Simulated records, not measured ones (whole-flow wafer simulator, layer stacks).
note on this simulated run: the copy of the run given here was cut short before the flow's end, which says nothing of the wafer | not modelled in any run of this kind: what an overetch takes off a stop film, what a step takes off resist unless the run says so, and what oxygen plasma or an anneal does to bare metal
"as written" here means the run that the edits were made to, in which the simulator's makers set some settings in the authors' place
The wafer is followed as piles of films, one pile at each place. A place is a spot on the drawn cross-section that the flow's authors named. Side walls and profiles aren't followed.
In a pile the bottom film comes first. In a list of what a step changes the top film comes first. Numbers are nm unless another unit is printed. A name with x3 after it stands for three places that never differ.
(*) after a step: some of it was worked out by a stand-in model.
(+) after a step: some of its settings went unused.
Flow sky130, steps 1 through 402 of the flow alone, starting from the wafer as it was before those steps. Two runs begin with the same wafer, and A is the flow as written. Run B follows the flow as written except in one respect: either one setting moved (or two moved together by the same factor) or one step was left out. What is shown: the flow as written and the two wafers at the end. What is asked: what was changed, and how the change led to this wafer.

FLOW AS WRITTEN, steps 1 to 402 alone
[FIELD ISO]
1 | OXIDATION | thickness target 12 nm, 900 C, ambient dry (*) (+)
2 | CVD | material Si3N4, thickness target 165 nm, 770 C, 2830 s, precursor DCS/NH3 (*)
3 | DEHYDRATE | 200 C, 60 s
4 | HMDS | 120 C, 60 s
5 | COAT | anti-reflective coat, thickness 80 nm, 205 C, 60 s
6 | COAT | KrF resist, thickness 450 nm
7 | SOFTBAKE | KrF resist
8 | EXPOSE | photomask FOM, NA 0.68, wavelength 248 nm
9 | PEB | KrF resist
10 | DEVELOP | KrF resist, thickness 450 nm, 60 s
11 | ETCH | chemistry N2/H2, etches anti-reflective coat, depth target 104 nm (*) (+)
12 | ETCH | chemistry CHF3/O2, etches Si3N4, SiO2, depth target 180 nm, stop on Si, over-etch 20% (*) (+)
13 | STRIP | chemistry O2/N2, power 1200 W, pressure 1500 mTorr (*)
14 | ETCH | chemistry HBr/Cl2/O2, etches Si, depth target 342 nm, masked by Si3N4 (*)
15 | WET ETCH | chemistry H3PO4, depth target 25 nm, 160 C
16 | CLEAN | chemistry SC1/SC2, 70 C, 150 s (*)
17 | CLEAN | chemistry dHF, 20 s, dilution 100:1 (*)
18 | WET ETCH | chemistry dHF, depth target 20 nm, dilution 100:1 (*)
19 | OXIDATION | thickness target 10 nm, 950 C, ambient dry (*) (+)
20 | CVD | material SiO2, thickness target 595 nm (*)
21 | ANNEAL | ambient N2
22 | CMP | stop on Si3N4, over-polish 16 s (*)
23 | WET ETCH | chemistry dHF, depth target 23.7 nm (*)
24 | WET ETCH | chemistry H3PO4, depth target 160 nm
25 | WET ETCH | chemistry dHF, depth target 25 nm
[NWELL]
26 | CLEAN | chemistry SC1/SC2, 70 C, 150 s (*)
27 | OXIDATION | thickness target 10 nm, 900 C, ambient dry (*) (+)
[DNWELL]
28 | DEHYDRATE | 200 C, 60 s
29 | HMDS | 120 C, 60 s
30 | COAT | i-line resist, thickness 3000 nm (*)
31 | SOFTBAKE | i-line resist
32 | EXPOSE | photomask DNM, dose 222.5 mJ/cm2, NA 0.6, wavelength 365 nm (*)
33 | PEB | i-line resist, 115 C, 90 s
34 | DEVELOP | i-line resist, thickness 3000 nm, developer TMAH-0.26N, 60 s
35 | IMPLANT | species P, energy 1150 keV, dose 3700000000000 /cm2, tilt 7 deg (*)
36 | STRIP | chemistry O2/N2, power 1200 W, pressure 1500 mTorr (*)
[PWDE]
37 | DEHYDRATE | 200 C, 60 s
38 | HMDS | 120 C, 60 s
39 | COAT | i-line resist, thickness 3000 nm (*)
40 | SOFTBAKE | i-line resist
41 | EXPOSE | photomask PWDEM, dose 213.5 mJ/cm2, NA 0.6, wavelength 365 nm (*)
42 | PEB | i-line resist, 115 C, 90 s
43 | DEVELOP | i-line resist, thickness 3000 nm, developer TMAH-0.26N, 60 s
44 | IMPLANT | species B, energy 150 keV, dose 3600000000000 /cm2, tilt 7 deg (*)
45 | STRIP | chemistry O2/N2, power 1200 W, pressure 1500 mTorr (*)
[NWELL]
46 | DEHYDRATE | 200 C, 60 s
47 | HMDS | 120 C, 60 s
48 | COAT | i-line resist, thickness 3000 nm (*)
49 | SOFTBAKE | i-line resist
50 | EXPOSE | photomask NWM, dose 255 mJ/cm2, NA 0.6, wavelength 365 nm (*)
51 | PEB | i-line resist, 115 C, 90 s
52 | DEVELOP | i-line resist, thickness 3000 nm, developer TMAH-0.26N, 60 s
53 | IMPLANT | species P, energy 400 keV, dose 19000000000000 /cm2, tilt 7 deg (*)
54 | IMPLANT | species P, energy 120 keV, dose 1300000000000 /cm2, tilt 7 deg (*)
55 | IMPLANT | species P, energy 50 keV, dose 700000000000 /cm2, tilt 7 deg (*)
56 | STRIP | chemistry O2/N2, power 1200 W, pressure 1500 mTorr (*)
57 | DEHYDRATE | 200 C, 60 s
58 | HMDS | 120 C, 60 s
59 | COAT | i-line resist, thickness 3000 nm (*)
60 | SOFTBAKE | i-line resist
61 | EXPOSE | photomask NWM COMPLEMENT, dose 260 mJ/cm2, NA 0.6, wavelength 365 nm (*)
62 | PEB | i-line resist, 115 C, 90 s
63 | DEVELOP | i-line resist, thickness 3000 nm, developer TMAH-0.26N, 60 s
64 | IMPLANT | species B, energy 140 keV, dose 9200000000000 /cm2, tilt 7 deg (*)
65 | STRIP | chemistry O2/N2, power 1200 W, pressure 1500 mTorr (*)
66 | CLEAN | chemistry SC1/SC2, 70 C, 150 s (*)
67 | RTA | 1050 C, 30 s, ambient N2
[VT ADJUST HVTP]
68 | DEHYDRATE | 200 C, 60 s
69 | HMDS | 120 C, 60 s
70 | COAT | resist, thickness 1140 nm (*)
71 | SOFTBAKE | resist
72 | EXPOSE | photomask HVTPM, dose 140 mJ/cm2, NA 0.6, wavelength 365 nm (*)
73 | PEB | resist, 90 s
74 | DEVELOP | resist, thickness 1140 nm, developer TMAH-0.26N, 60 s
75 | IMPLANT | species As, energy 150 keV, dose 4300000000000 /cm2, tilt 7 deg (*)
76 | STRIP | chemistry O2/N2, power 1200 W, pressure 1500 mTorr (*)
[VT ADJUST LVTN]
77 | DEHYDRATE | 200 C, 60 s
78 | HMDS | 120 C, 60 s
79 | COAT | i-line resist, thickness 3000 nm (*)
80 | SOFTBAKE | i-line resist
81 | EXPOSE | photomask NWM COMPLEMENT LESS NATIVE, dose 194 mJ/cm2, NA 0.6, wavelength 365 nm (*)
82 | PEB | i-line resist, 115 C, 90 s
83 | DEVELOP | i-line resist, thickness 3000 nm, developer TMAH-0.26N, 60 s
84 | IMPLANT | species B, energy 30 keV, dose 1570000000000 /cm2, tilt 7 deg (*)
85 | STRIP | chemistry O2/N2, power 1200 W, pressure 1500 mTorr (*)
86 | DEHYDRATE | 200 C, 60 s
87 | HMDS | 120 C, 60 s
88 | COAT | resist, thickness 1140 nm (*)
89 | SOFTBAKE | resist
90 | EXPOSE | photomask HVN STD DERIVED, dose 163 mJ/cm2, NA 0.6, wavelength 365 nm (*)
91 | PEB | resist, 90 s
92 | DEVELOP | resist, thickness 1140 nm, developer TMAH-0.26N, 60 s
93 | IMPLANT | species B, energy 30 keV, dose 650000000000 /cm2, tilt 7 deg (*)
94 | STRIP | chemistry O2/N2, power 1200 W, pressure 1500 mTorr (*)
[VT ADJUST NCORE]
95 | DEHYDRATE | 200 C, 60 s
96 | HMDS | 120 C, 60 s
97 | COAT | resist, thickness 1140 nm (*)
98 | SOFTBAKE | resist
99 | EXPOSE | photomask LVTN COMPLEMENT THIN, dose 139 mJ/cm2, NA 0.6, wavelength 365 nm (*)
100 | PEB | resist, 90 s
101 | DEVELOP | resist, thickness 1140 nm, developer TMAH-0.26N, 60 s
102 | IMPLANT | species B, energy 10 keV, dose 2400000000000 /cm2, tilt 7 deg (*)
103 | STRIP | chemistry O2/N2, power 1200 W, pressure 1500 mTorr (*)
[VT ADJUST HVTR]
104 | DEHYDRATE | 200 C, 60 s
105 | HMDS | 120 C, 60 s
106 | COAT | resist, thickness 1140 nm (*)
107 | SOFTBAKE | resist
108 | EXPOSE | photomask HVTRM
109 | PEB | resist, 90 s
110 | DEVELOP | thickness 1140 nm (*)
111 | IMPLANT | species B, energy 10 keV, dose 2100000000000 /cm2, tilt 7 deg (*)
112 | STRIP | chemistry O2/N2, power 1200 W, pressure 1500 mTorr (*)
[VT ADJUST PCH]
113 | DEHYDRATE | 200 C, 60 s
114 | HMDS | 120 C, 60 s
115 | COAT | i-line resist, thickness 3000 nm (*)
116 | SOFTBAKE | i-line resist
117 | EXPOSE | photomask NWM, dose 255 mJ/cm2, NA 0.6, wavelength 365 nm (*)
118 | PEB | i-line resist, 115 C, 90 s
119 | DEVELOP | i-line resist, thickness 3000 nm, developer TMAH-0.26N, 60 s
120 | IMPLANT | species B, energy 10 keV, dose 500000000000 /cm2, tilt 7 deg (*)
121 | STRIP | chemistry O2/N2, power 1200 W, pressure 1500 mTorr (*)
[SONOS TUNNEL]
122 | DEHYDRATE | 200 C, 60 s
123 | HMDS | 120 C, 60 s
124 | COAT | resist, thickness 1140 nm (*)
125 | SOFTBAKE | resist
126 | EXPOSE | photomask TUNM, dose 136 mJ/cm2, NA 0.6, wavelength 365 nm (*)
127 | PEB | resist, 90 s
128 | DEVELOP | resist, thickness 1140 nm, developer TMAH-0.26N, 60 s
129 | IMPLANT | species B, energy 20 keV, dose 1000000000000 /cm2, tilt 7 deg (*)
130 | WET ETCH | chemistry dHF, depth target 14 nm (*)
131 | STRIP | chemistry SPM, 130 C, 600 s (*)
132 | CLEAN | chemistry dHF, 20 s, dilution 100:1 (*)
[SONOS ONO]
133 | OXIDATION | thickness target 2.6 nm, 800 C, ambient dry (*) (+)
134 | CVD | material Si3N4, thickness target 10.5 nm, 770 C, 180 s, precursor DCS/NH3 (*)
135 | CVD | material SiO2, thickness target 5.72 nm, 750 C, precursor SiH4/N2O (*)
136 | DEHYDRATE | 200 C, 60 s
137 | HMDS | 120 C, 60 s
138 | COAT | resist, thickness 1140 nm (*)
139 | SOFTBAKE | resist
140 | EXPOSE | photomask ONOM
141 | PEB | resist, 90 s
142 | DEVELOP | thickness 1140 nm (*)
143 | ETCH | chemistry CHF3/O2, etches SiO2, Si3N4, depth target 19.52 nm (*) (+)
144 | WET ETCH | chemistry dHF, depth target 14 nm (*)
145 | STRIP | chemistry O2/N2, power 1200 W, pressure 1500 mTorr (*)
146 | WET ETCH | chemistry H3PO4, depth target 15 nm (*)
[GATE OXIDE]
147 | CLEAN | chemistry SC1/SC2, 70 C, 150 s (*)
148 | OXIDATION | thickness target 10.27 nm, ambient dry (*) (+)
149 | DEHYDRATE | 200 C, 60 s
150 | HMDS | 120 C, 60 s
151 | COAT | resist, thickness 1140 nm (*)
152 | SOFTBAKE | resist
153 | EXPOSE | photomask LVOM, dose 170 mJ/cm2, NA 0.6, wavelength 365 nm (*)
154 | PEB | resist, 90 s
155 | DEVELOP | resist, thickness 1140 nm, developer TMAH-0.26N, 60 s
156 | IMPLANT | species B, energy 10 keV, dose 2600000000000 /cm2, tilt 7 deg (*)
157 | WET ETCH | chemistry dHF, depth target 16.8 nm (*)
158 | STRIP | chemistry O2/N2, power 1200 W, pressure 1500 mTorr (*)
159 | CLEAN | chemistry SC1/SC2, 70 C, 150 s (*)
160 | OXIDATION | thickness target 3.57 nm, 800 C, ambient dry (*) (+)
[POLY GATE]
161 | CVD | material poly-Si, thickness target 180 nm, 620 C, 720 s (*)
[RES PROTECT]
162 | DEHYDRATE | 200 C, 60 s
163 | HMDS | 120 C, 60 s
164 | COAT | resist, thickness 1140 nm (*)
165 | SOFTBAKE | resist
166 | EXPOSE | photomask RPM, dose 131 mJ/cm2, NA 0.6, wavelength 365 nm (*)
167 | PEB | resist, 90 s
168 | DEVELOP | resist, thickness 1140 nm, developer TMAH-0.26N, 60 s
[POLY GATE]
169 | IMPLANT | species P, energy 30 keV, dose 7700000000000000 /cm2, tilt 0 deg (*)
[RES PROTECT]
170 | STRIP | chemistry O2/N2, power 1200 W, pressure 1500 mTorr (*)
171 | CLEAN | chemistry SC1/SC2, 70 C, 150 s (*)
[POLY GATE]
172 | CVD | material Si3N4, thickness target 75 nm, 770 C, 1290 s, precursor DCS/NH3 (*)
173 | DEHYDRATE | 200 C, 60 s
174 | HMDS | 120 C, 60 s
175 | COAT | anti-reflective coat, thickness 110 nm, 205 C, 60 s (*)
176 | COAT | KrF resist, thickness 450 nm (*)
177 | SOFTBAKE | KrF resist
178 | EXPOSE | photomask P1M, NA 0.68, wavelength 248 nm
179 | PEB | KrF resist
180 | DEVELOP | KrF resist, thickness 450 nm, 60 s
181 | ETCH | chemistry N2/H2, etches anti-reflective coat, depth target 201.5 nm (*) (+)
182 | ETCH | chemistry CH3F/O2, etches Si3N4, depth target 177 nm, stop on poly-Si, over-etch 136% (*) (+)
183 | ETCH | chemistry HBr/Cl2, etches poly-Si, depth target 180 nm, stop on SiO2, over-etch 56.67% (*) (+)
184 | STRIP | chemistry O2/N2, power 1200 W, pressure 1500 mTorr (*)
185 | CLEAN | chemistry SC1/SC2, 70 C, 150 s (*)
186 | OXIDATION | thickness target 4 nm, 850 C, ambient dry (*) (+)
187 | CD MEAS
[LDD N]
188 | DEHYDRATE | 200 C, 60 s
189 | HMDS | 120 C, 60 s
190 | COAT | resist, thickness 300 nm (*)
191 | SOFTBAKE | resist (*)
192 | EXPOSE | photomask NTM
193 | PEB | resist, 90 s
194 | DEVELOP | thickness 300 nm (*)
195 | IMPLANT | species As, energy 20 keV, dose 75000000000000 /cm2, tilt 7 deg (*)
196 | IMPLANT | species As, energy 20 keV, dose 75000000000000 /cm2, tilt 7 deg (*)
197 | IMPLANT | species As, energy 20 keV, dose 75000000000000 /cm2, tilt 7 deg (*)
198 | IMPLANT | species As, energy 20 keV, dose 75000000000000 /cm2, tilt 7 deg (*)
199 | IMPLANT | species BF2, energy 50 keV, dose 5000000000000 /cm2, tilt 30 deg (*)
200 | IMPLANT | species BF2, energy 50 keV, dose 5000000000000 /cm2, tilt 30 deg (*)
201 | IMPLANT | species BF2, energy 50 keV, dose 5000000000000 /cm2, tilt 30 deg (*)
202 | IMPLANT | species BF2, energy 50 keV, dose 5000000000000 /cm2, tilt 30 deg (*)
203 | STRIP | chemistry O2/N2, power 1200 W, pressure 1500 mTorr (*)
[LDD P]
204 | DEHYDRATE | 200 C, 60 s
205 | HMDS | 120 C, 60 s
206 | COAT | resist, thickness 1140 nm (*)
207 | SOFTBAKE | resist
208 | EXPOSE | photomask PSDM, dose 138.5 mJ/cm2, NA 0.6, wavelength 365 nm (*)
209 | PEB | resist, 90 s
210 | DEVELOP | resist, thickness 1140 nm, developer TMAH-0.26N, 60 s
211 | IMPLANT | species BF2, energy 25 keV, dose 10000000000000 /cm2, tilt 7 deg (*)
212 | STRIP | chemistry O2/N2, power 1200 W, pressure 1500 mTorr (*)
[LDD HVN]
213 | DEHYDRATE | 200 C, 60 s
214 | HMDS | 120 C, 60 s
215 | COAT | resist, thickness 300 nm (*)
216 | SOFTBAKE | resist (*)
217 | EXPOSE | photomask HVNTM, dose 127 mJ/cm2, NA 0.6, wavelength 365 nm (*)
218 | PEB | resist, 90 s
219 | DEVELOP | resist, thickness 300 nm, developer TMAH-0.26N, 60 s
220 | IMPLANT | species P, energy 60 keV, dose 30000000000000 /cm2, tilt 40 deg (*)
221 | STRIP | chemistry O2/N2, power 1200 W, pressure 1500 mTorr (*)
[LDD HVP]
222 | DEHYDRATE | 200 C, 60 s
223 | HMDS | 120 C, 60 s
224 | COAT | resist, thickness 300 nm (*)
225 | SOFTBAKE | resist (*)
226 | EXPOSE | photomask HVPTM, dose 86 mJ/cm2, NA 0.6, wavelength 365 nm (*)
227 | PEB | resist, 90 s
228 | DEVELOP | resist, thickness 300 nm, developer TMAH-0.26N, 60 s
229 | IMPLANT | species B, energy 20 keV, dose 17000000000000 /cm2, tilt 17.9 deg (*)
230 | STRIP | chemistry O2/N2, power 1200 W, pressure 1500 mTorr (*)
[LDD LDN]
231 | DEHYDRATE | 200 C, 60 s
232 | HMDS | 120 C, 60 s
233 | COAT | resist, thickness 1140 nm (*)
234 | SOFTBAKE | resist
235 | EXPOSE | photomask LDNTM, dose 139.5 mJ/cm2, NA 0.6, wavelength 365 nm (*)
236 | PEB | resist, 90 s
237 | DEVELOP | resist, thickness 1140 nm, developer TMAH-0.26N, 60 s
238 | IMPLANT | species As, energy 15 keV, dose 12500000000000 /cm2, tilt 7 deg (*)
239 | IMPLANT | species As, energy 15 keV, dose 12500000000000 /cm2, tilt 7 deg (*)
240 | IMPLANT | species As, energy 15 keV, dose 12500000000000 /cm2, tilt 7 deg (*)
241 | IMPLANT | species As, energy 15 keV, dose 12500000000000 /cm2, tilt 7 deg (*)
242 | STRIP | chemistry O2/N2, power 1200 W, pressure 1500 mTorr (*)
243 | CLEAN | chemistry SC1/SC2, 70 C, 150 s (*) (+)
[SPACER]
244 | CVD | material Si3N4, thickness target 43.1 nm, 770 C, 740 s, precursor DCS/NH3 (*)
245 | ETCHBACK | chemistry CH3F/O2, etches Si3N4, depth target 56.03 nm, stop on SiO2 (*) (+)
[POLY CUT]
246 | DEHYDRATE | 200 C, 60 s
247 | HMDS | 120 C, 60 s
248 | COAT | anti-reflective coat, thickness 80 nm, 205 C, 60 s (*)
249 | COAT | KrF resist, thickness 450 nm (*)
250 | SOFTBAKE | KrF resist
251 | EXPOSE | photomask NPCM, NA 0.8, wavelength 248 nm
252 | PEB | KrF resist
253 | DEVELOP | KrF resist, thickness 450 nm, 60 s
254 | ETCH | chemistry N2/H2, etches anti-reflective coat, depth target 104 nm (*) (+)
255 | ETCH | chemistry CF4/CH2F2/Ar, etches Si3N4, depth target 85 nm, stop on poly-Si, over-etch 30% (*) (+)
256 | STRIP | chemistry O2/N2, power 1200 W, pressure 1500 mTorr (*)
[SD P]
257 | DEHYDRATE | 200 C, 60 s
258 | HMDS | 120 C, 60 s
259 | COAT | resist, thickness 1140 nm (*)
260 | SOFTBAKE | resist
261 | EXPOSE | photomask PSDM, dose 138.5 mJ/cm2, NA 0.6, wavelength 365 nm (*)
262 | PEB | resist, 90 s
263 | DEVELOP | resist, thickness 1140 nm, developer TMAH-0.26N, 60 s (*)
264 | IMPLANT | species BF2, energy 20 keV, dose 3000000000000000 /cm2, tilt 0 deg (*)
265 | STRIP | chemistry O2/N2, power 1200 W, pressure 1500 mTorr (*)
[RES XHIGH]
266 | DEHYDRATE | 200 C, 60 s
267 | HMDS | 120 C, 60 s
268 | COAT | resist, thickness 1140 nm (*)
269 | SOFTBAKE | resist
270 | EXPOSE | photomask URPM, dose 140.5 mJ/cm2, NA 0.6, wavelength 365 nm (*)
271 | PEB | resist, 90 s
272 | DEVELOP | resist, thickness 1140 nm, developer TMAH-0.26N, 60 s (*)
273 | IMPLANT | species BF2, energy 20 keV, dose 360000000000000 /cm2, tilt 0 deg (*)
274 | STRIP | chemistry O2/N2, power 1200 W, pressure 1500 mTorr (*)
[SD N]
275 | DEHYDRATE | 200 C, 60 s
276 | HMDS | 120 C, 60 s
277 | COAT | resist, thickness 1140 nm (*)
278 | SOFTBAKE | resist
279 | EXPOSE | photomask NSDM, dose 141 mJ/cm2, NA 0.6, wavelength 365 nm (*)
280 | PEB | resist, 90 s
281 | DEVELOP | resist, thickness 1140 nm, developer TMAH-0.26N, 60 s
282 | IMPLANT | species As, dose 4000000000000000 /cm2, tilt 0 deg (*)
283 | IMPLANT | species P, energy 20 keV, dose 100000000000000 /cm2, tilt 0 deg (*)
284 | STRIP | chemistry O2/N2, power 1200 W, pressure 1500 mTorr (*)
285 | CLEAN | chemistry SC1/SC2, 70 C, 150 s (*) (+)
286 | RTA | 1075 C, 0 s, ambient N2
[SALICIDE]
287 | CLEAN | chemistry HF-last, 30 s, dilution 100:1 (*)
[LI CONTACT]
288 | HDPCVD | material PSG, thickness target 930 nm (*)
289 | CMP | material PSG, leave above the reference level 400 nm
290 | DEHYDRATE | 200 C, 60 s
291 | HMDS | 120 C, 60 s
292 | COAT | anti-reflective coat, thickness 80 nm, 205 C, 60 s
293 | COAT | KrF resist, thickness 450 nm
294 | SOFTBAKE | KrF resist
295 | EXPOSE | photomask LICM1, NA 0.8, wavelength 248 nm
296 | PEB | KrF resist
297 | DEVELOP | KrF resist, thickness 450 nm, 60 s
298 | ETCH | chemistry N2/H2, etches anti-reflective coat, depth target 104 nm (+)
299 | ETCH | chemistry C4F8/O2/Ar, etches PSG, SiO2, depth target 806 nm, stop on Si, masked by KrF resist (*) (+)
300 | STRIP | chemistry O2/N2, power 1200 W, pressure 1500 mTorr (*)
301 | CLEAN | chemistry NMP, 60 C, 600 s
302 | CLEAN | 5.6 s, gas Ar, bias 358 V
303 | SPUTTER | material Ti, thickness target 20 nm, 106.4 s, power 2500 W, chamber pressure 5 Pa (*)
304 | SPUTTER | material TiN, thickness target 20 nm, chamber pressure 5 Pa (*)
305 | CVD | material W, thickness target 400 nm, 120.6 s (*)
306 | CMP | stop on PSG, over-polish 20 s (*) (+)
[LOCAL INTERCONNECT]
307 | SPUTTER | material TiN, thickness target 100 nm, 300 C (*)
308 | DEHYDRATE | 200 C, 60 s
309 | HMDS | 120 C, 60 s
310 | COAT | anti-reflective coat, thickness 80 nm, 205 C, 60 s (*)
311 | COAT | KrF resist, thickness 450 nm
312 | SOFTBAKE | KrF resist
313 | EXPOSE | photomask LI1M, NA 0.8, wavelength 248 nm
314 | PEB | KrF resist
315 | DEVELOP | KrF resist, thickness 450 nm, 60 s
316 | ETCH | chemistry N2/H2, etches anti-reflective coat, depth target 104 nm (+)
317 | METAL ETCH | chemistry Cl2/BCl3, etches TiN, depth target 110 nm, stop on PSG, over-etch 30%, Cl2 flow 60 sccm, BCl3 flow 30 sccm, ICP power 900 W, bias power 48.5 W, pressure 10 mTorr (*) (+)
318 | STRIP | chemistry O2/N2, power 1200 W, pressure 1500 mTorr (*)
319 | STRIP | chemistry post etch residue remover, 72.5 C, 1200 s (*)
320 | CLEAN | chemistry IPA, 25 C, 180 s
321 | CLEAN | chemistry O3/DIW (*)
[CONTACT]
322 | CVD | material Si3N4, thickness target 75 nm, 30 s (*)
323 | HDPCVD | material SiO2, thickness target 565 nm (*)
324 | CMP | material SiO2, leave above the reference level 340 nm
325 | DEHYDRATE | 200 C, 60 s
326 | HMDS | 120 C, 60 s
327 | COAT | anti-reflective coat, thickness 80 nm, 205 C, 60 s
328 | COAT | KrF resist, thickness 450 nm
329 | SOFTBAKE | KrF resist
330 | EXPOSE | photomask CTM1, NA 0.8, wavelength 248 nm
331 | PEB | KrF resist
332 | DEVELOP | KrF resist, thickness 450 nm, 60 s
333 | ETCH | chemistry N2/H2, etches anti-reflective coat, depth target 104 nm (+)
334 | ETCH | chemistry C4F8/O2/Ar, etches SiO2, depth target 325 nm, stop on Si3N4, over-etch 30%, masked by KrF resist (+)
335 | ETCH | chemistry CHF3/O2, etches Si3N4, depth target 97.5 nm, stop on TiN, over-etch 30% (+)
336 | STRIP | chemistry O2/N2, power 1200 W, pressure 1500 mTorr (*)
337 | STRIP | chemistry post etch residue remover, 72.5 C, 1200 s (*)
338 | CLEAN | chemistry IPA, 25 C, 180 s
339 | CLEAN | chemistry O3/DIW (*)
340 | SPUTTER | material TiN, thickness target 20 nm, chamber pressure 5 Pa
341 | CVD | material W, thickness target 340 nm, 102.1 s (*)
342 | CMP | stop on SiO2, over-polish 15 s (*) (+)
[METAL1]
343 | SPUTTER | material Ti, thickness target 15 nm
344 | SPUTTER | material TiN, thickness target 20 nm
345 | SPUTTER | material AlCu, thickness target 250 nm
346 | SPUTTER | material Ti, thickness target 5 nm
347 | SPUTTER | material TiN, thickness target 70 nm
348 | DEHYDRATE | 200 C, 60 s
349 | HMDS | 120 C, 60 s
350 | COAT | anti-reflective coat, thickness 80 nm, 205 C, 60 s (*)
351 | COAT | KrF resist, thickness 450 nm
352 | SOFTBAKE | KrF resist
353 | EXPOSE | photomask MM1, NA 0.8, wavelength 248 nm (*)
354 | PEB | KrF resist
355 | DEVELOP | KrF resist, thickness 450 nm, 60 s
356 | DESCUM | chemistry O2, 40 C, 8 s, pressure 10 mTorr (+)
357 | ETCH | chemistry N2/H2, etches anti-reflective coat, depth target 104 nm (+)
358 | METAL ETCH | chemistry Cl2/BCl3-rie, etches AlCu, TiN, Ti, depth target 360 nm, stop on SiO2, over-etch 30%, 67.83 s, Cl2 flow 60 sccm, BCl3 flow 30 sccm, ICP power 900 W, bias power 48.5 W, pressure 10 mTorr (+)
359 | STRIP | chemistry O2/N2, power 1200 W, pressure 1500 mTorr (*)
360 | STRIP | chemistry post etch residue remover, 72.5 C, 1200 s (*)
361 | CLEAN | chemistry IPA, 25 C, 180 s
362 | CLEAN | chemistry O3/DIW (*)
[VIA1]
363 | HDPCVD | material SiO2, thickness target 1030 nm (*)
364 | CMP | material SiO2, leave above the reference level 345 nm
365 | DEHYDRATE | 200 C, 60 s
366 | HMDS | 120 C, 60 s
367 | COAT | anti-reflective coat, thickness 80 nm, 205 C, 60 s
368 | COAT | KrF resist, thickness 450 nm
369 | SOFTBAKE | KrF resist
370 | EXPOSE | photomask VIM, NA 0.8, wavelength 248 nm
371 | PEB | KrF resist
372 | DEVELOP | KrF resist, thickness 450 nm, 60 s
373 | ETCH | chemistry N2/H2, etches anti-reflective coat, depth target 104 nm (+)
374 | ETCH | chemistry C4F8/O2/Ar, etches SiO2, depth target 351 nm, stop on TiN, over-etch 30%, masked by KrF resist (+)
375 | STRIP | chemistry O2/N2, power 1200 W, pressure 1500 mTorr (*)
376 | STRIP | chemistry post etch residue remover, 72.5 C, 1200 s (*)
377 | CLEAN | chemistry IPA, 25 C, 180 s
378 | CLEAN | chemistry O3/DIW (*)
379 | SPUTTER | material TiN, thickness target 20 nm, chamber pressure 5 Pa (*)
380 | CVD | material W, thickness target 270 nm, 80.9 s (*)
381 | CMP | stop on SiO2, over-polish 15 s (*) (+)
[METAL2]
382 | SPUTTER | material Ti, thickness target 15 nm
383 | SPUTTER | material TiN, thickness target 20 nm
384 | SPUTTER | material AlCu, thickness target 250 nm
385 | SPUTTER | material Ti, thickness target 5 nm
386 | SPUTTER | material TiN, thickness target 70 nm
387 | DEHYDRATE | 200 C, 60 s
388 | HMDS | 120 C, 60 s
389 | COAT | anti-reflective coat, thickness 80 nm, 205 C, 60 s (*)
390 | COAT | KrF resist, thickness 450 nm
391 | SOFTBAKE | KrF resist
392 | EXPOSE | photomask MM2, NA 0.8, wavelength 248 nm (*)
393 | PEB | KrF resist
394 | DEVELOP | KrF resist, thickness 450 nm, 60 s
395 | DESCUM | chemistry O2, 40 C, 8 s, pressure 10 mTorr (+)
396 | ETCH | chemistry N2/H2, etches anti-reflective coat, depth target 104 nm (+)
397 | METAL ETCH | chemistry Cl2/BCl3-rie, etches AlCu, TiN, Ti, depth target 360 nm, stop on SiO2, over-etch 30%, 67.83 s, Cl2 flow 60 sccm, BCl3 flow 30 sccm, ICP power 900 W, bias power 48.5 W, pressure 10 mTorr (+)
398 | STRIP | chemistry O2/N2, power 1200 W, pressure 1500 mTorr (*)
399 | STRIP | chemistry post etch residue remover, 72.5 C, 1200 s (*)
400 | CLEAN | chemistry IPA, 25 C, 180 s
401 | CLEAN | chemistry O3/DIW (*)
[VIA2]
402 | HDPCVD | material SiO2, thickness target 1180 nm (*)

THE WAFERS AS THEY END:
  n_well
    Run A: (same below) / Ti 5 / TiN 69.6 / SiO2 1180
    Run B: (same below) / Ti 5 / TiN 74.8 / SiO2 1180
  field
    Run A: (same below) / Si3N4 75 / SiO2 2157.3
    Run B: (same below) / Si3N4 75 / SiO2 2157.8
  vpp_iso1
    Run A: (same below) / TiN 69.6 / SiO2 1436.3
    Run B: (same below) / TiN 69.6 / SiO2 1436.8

Cause: step 386, SPUTTER: thickness target 75.2 nm was run, though the flow has thickness target 70 nm.

How this came from the change, step by step:
  386 | SPUTTER | material TiN, thickness target 70 nm
      field, active, n_well and 188 more: A +70 TiN (new film) | B +75.2 TiN (new film)
  397 | METAL ETCH | chemistry Cl2/BCl3-rie, etches AlCu, TiN, Ti, depth target 360 nm, stop on SiO2, over-etch 30%, 67.83 s, Cl2 flow 60 sccm, BCl3 flow 30 sccm, ICP power 900 W, bias power 48.5 W, pressure 10 mTorr (+)
      field, active, gate and 82 more: A -68.7 TiN (all of it), -5 Ti (all of it), -250 AlCu (all of it), -20 TiN (all of it), -15 Ti (all of it), -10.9 SiO2 | B -73.9 TiN (all of it), -5 Ti (all of it), -250 AlCu (all of it), -20 TiN (all of it), -15 Ti (all of it), -10.4 SiO2
